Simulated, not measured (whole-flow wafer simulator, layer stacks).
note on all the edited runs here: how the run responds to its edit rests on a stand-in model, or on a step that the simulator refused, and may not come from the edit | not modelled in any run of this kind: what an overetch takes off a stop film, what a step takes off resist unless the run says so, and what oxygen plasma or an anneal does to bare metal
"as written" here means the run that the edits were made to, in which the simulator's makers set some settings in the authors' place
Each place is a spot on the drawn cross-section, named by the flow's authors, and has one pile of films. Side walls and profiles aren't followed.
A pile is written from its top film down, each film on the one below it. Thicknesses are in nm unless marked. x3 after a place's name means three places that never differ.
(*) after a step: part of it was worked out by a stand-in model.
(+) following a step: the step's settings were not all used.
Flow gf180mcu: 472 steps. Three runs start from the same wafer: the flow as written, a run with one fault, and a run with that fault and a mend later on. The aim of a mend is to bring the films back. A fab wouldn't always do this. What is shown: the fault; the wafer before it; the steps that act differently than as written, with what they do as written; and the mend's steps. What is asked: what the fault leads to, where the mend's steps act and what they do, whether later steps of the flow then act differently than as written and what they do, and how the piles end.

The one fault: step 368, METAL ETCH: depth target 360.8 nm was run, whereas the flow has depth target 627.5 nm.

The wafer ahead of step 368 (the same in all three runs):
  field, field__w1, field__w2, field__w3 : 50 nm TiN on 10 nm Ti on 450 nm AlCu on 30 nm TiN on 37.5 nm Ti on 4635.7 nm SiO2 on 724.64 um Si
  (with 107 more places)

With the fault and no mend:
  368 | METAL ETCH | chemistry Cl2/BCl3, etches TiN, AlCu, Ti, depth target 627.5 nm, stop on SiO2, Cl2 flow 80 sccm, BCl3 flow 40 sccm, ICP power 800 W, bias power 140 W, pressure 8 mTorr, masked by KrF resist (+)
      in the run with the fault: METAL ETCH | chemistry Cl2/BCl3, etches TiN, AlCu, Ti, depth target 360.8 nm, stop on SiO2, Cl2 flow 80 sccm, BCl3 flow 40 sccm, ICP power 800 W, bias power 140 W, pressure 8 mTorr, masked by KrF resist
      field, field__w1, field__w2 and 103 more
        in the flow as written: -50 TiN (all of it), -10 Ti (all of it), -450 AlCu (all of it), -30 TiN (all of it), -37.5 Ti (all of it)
        in the run with the fault: -50 TiN (all of it), -10 Ti (all of it), -300.8 AlCu
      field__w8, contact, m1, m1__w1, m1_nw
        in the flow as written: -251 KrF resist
        in the run with the fault: -144.3 KrF resist
  Steps further on in the flow that do not act as written:
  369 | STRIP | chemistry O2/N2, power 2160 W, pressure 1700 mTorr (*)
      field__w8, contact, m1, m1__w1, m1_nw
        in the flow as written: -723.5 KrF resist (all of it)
        in the run with the fault: -830.2 KrF resist (all of it)
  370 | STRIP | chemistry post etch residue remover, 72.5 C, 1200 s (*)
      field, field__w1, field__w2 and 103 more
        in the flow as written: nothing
        in the run with the fault: -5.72 AlCu
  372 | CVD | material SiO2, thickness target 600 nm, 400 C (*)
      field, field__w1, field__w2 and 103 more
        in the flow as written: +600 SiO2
        in the run with the fault: +600 SiO2 (new film)
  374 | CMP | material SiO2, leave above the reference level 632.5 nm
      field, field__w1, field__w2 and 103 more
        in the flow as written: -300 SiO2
        in the run with the fault: -511 SiO2
  The piles end different from the flow's at field, field__w1, field__w2 and 104 more by more than 2% or 0.5 nm, whichever is larger.
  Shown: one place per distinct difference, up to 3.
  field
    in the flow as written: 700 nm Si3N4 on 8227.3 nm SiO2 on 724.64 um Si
    in the run with the fault: 700 nm Si3N4 on 3380.6 nm SiO2 on 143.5 nm AlCu on 30 nm TiN on 37.5 nm Ti on 4635.7 nm SiO2 on 724.64 um Si
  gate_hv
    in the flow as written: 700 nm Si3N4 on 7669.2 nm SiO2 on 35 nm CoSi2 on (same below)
    in the run with the fault: 700 nm Si3N4 on 3380.6 nm SiO2 on 143.5 nm AlCu on 30 nm TiN on 37.5 nm Ti on 4077.6 nm SiO2 on 35 nm CoSi2 on (same below)
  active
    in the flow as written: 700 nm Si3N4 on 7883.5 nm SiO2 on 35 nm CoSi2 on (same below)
    in the run with the fault: 700 nm Si3N4 on 3380.6 nm SiO2 on 143.5 nm AlCu on 30 nm TiN on 37.5 nm Ti on 4291.9 nm SiO2 on 35 nm CoSi2 on (same below)

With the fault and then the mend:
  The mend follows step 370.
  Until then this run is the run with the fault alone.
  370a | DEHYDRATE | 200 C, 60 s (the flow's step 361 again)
      leaves every film unchanged at each place that is followed
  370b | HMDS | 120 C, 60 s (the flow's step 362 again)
      leaves every film unchanged at each place that is followed
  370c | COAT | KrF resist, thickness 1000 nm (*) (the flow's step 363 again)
      iso_ptap_pw, iso_ntap_nw, iso_nw_fld and 33 more
        +1000 KrF resist (new film)
      field_sub__w2, field_sub__w4, gate and 10 more
        +1002.3 KrF resist (new film)
      p_well, sti, spacer and 7 more
        +1002.5 KrF resist (new film)
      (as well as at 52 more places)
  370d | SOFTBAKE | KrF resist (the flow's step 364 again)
      leaves every film unchanged at each place that is followed
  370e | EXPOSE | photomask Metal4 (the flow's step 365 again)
      leaves every film unchanged at each place that is followed
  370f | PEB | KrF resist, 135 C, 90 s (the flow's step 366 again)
      field__w1, field__w2, field__w3 and 58 more
        -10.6 KrF resist
      iso_ptap_pw, iso_ntap_nw, iso_nw_fld and 33 more
        -10.5 KrF resist
      sd_p, gate_p, nw_sep_fld, polyc_n
        -10.7 KrF resist
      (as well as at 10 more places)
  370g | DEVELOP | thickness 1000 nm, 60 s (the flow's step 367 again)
      iso_ptap_pw, iso_ntap_nw, iso_nw_fld and 33 more
        -989.5 KrF resist (all of it)
      field_sub__w2, field_sub__w4, active and 10 more
        -991.7 KrF resist (all of it)
      field__w5, field__w9, field_sub__w1 and 7 more
        -991.8 KrF resist (all of it)
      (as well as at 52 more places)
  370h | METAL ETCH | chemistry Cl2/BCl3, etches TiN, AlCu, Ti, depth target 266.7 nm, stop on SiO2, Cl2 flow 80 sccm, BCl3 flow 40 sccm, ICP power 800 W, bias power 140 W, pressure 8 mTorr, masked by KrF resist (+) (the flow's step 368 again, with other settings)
      field, field__w1, field__w2 and 103 more
        -143.5 AlCu (all of it), -30 TiN (all of it), -37.5 Ti (all of it)
      field__w8, contact, m1, m1__w1, m1_nw
        -106.7 KrF resist
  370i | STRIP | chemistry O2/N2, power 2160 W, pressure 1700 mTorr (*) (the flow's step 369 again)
      field__w8
        -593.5 KrF resist (all of it)
      contact
        -591.6 KrF resist (all of it)
      m1
        -593.7 KrF resist (all of it)
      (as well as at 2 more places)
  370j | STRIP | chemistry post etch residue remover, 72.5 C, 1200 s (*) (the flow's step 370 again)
      field__w8, contact, m1, m1__w1, m1_nw
        -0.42 TiN
  Every later step of the flow that is run acts as written, at every place that is followed, to within 2% or 0.5 nm, whichever is larger.
  The piles end only slightly different from the flow's at the places that both follow, by no more than 2% or 0.5 nm, whichever is larger.
